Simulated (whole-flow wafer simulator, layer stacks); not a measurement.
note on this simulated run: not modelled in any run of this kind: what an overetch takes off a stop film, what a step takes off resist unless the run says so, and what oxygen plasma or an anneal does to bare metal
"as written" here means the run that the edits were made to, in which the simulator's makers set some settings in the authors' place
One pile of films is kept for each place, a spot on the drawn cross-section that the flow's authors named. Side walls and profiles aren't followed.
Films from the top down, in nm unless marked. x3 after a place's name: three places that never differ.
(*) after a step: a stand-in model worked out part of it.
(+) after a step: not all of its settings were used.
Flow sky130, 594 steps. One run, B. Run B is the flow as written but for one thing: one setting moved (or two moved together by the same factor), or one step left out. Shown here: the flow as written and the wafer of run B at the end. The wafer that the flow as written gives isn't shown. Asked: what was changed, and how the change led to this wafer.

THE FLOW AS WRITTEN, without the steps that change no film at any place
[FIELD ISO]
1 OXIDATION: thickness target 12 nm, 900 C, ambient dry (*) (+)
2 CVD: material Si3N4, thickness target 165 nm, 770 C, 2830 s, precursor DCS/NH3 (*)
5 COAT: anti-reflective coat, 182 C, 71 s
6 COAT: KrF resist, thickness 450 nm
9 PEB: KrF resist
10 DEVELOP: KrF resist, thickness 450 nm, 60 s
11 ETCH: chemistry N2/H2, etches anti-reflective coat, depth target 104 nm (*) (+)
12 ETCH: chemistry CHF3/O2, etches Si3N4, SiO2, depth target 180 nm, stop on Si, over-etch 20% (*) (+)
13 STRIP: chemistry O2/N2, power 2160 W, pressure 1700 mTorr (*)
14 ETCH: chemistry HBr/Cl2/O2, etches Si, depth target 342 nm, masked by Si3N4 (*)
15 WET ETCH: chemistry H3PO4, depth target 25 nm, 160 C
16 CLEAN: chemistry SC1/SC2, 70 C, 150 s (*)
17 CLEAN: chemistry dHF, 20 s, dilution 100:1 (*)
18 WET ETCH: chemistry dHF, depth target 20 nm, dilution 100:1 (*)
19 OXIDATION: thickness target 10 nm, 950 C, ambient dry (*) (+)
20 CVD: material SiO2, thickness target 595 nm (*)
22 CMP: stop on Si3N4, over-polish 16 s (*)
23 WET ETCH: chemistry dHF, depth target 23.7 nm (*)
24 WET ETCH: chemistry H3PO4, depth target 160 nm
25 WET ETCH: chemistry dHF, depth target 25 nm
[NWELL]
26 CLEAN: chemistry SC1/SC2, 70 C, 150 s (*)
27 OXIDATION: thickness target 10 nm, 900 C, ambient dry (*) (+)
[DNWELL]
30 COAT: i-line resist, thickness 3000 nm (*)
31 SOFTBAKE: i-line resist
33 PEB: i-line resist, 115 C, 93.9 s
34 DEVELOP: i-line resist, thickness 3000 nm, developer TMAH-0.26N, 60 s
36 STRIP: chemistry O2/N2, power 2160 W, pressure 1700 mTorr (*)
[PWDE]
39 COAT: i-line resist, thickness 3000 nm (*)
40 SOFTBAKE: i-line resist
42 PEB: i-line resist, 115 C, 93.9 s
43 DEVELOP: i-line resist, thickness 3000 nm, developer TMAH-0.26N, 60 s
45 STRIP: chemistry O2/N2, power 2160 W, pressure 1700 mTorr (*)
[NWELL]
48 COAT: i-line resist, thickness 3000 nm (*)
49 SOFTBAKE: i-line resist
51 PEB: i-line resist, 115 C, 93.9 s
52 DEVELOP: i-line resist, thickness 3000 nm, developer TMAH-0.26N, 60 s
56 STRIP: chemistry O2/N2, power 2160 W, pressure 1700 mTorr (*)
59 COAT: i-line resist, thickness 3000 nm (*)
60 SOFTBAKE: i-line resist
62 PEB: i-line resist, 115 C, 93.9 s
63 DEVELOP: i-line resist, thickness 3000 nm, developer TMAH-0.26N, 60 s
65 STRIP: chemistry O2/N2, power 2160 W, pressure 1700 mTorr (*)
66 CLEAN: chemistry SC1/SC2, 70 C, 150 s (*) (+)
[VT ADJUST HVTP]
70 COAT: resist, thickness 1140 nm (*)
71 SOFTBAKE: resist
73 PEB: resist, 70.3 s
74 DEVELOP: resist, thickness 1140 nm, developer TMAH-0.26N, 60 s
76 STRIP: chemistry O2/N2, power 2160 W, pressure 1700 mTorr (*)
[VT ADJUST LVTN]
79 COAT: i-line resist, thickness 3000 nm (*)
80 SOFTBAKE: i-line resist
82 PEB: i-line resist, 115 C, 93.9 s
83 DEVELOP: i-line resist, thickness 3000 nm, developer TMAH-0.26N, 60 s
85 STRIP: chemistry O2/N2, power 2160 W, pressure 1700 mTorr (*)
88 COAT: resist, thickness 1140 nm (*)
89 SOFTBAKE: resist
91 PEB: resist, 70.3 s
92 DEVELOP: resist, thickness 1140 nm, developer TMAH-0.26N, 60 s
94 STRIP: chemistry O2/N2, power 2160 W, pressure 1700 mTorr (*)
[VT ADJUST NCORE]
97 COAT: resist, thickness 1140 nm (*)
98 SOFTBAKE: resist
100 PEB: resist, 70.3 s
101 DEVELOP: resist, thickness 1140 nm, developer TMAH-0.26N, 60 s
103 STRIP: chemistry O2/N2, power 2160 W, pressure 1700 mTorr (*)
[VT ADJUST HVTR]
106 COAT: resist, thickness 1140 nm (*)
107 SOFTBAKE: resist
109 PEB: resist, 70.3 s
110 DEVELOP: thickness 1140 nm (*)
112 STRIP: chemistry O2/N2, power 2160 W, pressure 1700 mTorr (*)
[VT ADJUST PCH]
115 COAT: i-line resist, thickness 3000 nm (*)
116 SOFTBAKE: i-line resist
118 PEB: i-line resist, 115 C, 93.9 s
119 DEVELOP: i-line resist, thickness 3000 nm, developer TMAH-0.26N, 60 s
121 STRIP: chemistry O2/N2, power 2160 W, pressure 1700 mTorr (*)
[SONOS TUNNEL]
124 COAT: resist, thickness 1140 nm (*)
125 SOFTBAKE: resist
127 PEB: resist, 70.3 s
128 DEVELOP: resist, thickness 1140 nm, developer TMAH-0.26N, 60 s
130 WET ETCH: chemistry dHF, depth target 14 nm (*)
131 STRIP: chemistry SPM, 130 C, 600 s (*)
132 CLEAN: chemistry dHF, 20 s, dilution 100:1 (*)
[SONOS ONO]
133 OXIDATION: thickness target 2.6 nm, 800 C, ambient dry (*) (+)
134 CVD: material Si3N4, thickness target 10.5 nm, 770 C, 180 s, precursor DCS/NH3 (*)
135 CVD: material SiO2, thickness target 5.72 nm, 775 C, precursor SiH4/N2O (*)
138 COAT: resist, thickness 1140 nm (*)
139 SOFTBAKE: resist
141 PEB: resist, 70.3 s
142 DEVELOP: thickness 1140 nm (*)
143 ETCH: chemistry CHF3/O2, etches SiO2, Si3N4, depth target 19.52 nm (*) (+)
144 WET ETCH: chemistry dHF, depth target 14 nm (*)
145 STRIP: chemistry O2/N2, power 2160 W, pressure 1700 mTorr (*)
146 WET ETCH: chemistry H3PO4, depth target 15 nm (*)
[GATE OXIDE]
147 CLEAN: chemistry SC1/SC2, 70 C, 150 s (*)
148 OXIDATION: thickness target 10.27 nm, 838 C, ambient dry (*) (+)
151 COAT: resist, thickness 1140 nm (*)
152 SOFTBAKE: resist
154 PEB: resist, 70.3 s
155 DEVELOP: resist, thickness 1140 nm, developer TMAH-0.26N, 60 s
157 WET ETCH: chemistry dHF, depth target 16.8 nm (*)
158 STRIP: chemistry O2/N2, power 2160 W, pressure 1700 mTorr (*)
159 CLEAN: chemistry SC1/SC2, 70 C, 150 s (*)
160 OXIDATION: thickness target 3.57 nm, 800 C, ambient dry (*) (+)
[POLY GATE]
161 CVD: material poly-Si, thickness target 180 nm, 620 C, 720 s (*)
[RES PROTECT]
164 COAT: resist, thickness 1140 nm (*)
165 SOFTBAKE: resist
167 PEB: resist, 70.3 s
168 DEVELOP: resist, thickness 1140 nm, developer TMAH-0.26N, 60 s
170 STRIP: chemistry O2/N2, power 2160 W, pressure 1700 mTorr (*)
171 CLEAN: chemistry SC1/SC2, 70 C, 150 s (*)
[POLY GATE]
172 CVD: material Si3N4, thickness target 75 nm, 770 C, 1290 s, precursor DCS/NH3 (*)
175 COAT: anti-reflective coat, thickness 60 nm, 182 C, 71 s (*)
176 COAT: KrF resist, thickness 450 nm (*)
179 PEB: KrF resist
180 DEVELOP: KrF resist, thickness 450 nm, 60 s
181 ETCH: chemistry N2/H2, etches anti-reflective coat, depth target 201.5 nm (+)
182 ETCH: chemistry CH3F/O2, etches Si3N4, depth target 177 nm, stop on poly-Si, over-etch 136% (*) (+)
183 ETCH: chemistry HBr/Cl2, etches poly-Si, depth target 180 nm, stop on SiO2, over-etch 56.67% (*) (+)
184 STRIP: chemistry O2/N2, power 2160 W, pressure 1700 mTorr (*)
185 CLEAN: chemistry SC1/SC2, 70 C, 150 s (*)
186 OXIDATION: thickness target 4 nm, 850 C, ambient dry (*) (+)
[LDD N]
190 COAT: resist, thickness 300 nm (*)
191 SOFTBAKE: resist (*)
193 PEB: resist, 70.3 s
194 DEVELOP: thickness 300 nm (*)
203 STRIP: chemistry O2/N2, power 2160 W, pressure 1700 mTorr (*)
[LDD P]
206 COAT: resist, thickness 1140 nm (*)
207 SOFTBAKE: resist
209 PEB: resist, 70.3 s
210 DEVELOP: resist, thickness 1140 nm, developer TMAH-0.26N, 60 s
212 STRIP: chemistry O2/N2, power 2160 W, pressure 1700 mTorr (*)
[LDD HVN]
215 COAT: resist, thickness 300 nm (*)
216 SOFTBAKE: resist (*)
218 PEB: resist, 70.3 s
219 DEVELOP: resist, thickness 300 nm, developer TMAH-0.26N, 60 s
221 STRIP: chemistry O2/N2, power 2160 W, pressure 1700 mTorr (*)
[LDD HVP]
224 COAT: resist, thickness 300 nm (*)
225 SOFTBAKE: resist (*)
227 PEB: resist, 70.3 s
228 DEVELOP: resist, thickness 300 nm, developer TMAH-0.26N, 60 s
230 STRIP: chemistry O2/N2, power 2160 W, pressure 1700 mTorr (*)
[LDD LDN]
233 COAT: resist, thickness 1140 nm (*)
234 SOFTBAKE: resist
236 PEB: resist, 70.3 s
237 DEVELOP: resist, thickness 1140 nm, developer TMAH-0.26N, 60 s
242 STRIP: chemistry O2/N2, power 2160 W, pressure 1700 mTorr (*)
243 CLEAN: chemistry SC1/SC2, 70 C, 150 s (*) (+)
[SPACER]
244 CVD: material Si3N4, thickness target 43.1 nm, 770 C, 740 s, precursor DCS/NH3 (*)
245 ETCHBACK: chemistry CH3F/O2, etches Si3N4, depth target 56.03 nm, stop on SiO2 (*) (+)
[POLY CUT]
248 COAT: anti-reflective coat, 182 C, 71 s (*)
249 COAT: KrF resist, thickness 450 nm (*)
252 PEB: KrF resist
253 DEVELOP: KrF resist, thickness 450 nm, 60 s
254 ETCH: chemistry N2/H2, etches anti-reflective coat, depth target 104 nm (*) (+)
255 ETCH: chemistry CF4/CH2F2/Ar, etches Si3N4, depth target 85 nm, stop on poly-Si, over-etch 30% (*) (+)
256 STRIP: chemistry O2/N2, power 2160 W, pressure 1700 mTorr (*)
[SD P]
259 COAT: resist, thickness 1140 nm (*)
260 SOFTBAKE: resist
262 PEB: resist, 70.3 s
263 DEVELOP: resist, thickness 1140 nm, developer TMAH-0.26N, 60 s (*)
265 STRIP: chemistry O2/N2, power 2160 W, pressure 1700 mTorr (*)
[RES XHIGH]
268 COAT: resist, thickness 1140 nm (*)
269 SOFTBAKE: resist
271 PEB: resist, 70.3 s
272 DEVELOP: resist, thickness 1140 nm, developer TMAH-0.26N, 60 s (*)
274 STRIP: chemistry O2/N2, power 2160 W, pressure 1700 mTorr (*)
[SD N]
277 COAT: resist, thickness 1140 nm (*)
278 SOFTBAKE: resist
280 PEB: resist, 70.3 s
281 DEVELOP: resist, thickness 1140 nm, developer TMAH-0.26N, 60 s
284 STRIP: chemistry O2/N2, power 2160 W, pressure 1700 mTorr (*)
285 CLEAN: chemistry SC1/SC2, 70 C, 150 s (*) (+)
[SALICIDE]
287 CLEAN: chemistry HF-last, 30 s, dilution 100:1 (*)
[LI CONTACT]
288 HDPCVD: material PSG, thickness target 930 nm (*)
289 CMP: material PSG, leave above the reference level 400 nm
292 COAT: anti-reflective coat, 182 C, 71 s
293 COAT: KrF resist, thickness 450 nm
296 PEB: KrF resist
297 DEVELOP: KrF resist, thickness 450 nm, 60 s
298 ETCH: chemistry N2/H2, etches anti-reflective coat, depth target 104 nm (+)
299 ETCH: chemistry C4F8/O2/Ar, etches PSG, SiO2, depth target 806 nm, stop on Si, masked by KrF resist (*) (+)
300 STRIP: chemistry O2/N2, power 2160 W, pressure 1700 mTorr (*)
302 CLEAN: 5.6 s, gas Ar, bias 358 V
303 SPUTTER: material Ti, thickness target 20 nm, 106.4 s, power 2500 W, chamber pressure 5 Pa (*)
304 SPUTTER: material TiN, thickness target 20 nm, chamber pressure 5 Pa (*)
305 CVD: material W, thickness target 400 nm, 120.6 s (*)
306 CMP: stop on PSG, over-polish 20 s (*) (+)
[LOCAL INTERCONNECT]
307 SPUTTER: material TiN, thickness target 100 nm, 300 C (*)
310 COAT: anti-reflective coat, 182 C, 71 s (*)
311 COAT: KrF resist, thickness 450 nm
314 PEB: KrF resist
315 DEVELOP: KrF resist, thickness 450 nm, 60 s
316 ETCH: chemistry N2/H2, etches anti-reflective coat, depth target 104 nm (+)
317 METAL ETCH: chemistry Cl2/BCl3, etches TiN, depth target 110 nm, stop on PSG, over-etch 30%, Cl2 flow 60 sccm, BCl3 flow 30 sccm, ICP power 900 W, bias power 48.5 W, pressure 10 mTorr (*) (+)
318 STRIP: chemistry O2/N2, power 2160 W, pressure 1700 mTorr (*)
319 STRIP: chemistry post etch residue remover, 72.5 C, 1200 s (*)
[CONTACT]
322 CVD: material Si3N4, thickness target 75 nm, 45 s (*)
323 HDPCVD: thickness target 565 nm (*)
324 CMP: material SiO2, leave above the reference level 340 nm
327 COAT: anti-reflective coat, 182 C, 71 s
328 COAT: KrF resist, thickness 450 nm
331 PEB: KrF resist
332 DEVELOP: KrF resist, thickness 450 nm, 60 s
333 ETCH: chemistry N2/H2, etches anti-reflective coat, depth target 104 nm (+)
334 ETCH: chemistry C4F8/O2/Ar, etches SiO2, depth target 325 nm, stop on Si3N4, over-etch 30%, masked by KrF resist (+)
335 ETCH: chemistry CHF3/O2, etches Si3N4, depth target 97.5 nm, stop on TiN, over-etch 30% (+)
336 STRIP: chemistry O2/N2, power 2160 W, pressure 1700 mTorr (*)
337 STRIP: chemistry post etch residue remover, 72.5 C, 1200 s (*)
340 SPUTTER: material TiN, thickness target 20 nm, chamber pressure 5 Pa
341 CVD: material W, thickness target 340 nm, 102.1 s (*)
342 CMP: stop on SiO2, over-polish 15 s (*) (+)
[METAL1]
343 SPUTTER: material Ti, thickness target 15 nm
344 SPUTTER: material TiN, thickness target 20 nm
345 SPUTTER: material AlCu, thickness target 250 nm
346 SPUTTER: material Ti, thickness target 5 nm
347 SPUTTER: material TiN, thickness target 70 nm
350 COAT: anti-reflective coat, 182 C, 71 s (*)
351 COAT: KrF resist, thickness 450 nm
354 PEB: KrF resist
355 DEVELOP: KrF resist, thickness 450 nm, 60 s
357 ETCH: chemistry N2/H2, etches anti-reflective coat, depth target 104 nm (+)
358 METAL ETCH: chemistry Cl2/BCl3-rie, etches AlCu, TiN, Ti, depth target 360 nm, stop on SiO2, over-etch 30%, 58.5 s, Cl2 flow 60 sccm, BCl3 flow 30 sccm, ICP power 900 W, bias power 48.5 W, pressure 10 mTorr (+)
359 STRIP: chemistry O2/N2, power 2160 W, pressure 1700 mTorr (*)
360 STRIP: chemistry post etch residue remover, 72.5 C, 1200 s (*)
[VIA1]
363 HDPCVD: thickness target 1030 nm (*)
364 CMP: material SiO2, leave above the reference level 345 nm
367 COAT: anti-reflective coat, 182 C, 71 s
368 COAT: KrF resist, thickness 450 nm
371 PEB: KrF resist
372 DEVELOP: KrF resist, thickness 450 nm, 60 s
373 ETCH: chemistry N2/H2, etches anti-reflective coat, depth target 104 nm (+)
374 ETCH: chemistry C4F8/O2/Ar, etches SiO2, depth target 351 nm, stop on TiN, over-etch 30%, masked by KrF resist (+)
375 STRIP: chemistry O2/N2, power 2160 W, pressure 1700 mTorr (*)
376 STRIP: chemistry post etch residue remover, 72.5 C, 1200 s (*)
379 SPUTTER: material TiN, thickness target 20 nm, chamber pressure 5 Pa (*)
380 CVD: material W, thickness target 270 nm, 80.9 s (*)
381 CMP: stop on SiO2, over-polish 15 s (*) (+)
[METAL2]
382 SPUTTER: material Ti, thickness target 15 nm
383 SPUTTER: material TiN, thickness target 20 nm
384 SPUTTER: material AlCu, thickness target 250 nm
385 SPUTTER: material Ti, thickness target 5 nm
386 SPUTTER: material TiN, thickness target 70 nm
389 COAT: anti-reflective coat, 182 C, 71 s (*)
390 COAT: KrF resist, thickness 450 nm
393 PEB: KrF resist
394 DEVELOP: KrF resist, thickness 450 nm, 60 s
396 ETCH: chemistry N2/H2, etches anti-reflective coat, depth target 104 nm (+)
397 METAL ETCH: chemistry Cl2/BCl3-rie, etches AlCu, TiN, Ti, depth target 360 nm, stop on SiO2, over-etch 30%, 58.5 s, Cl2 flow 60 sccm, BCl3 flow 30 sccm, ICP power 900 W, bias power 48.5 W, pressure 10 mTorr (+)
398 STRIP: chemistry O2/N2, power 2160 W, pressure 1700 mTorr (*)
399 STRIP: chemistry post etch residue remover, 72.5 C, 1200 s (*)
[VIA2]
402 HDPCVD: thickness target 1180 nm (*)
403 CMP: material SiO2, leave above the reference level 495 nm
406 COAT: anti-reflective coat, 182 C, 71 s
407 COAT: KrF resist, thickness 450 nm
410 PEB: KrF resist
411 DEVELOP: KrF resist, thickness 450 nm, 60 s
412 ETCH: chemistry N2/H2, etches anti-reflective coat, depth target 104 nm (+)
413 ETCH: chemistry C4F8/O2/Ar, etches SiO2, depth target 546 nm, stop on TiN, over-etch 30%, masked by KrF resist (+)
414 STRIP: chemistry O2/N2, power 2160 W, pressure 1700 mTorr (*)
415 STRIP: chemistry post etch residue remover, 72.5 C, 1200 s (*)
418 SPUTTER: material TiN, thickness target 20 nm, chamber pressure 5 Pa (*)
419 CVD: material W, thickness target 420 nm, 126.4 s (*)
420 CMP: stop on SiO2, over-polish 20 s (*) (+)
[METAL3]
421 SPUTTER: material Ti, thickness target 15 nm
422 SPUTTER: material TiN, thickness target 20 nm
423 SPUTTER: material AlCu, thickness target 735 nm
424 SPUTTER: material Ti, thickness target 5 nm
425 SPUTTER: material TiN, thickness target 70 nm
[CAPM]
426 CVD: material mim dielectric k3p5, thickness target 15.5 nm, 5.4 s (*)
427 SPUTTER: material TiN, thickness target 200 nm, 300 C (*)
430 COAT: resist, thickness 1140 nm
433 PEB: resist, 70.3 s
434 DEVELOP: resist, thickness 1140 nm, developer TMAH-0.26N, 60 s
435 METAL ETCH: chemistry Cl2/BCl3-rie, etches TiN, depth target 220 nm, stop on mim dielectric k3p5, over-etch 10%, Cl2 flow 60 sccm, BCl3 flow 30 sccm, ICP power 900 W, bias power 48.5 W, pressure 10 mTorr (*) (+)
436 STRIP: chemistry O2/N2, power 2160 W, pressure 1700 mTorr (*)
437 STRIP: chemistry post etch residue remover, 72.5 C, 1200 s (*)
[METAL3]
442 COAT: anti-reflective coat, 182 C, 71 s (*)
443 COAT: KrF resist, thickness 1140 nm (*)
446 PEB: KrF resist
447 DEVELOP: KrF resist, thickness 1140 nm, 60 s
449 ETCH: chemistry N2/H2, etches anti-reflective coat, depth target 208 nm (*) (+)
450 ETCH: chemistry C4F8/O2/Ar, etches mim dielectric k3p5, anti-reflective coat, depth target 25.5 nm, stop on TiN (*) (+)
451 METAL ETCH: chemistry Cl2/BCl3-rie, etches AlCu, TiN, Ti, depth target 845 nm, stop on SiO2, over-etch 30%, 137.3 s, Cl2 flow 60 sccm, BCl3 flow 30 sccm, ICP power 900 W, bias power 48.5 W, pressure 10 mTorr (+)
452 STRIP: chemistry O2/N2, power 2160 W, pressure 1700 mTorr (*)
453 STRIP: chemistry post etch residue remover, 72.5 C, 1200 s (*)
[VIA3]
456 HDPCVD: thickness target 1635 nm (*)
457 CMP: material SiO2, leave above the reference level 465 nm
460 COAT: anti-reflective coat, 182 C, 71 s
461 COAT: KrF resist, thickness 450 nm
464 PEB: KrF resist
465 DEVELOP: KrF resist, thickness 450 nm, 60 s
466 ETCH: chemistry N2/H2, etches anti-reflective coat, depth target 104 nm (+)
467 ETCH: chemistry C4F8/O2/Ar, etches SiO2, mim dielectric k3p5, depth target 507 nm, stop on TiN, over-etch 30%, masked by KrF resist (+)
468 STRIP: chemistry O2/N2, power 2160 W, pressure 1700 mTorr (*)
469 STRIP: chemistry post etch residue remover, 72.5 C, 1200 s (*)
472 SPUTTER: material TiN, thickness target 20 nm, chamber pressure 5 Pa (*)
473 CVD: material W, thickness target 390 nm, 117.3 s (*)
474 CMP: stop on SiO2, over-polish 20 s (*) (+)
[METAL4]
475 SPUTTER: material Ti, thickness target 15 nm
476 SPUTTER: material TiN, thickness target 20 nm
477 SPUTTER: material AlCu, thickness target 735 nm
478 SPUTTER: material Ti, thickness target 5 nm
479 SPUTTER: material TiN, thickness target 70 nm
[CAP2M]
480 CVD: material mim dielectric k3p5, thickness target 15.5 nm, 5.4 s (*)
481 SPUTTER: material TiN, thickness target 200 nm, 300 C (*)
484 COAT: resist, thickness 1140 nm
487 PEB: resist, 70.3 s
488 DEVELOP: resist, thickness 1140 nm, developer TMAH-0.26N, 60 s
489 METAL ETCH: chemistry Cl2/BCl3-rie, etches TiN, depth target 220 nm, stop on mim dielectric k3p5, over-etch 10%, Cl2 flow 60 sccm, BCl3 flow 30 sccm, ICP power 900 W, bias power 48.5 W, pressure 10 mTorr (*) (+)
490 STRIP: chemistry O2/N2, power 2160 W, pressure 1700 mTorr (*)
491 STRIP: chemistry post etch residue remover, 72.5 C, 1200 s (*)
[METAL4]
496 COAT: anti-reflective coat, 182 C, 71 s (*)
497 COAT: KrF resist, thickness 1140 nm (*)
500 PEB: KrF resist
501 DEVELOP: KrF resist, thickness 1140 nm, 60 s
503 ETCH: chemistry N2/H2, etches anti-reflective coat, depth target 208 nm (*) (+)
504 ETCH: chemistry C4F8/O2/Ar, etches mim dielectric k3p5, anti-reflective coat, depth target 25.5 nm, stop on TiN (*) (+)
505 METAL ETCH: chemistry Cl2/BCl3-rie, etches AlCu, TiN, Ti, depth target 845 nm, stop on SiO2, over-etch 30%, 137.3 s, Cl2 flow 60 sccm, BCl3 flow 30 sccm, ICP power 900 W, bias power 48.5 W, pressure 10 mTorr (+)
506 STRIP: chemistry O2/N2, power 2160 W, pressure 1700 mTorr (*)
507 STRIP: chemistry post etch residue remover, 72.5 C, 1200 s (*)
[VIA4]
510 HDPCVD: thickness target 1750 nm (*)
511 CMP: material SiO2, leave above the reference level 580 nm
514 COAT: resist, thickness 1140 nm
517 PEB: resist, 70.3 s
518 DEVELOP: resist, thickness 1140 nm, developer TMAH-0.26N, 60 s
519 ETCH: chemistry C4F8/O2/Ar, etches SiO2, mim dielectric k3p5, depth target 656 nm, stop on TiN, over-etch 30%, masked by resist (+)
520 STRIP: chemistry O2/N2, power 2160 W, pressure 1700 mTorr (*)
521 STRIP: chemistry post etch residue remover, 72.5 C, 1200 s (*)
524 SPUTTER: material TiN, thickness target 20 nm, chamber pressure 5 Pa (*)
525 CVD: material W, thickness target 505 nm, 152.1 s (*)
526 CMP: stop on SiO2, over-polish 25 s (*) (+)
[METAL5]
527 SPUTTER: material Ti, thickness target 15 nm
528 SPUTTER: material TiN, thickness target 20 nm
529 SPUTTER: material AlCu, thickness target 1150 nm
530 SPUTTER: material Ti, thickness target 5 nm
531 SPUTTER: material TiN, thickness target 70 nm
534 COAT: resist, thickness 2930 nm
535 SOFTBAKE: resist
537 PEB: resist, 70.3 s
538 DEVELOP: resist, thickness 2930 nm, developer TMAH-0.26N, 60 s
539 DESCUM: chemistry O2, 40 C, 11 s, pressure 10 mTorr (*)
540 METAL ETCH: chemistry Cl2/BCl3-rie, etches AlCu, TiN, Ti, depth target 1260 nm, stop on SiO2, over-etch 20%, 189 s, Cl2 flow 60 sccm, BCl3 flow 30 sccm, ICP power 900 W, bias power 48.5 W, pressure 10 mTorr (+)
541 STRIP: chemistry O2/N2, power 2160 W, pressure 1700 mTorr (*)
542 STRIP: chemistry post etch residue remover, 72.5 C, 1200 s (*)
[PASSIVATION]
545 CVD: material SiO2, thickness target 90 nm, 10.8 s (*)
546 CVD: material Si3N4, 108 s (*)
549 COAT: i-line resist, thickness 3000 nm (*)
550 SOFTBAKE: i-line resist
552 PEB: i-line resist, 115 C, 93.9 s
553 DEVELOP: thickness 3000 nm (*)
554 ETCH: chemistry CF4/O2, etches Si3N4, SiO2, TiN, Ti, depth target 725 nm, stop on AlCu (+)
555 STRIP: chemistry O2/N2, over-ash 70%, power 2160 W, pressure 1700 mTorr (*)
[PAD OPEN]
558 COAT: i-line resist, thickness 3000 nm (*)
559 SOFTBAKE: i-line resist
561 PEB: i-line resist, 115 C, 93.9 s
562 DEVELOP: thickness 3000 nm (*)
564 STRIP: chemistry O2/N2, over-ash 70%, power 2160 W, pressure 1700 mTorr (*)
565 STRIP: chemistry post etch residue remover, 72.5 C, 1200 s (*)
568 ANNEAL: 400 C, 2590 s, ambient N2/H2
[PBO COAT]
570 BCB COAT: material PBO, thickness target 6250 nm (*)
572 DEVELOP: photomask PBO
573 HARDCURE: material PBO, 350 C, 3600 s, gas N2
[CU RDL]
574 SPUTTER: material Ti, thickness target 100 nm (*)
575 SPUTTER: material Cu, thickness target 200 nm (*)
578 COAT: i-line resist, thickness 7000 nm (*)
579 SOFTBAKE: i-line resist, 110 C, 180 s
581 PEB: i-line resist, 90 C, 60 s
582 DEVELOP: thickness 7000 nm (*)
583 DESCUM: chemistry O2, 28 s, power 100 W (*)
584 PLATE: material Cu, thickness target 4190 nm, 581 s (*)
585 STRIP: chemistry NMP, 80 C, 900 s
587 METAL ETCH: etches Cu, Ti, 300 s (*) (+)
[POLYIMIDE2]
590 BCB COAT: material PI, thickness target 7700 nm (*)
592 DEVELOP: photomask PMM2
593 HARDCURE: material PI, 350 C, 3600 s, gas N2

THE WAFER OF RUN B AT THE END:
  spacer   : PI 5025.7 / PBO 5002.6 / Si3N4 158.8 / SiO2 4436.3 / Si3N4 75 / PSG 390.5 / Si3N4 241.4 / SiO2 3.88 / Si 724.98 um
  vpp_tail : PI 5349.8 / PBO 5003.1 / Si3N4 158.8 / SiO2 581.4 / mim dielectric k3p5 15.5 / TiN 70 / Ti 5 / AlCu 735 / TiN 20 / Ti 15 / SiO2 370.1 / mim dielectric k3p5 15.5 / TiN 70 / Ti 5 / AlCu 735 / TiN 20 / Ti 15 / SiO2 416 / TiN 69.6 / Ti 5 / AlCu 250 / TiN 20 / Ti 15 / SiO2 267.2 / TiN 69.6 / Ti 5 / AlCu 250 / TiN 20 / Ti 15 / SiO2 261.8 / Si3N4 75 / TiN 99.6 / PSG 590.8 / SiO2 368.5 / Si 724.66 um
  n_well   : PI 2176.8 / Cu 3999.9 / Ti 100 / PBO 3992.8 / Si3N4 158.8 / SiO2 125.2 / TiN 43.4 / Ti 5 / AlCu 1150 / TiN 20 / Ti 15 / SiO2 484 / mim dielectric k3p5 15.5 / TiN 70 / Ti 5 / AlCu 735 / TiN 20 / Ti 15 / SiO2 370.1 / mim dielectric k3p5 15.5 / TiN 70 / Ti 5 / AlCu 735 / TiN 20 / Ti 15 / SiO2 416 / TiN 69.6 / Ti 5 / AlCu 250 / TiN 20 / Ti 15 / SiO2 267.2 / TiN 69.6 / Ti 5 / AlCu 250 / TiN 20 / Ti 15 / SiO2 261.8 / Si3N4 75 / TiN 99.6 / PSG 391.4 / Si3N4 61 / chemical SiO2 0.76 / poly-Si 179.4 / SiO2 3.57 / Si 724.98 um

The cause: step 531, SPUTTER: thickness target 43.8 nm was run, where the flow has thickness target 70 nm.

How the change led to this, step by step:
  531 SPUTTER: material TiN, thickness target 70 nm
      field, active, n_well and 190 more: TiN +43.8 (new film) (as written it would be: TiN +70 (new film))
  540 METAL ETCH: chemistry Cl2/BCl3-rie, etches AlCu, TiN, Ti, depth target 1260 nm, stop on SiO2, over-etch 20%, 189 s, Cl2 flow 60 sccm, BCl3 flow 30 sccm, ICP power 900 W, bias power 48.5 W, pressure 10 mTorr (+)
      field, active, gate and 175 more: TiN -43.8 (all of it), Ti -5 (all of it), AlCu -1150 (all of it), TiN -20 (all of it), Ti -15 (all of it), SiO2 -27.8 (as written it would be: TiN -70 (all of it), Ti -5 (all of it), AlCu -1150 (all of it), TiN -20 (all of it), Ti -15 (all of it), SiO2 -25.2)
  550 SOFTBAKE: i-line resist
      gate: i-line resist -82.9 (as written it would be: i-line resist -85.5)
      spacer: i-line resist -94.5 (as written it would be: i-line resist -97.5)
      (and at 50 more places)
  554 ETCH: chemistry CF4/O2, etches Si3N4, SiO2, TiN, Ti, depth target 725 nm, stop on AlCu (+)
      field, active, n_well and 189 more: i-line resist -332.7 (as written it would be: i-line resist -358.9)
      pad: Si3N4 -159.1 (all of it), SiO2 -125.2 (all of it), TiN -43.4 (all of it), Ti -5 (all of it) (as written it would be: Si3N4 -159.1 (all of it), SiO2 -125.2 (all of it), TiN -69.6 (all of it), Ti -5 (all of it))
  555 STRIP: chemistry O2/N2, over-ash 70%, power 2160 W, pressure 1700 mTorr (*)
      n_well, p_well, sd_n, sd_p: i-line resist -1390 (all of it) (as written it would be: i-line resist -1340.8 (all of it))
      m1: i-line resist -1412.8 (all of it) (as written it would be: i-line resist -1364.1 (all of it))
      (and at 8 more places)
  559 SOFTBAKE: i-line resist
      gate: i-line resist -82.9 (as written it would be: i-line resist -85.5)
      gate_hv: i-line resist +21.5 (as written it would be: i-line resist +22.2)
      (and at 53 more places)
  579 SOFTBAKE: i-line resist, 110 C, 180 s
      m5_stack_ln: i-line resist -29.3 (as written it would be: i-line resist -30)
